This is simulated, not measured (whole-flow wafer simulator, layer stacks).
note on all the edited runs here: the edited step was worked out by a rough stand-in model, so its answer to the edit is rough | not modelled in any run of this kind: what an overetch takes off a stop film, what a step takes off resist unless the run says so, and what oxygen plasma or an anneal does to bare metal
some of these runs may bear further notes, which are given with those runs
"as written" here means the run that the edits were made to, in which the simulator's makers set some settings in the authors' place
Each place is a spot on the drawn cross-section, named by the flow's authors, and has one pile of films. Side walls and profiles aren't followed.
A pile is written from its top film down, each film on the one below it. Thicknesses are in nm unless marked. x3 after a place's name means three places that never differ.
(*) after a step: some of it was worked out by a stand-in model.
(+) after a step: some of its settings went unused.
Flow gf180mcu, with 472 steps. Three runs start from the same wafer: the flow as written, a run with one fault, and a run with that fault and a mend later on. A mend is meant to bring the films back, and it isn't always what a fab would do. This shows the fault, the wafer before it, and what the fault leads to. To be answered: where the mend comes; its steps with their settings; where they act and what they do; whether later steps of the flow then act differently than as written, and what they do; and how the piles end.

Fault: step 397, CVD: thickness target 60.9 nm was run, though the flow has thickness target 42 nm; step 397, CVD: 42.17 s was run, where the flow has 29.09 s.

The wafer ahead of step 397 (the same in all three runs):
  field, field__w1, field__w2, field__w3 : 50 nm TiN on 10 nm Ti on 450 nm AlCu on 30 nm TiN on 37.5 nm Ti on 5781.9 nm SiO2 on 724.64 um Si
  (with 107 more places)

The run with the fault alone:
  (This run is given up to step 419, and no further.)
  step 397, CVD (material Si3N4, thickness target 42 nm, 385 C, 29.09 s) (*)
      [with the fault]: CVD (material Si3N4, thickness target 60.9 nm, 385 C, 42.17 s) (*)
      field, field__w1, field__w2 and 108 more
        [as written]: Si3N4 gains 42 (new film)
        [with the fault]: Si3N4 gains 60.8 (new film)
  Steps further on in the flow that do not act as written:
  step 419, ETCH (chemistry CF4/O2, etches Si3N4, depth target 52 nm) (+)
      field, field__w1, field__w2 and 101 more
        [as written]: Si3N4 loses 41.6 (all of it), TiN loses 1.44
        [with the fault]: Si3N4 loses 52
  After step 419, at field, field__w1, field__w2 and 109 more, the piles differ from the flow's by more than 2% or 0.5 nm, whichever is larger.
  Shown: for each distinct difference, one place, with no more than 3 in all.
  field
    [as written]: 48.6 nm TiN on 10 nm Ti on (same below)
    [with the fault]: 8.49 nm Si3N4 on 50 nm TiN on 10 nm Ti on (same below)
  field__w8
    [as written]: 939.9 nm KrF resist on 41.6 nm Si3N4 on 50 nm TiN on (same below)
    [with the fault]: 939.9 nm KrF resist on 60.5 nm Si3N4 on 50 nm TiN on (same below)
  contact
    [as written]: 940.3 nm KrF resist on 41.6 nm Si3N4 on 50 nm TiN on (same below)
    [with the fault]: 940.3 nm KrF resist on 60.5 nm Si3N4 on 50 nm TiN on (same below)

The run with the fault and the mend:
  The mend stands after step 397.
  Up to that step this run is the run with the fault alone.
  step 397a, WET ETCH (chemistry H3PO4, depth target 18.9 nm, 160 C) (a further turn of the flow's step 14, with different settings)
      field, field__w1, field__w2 and 108 more
        Si3N4 loses 18.9
  Every later step of the flow that is run acts as written, at every place that is followed, to within 2% or 0.5 nm, whichever is larger.
  When the end is reached, the piles differ only a little from the flow's at the places that both follow, at most by 2% or 0.5 nm, whichever is larger.
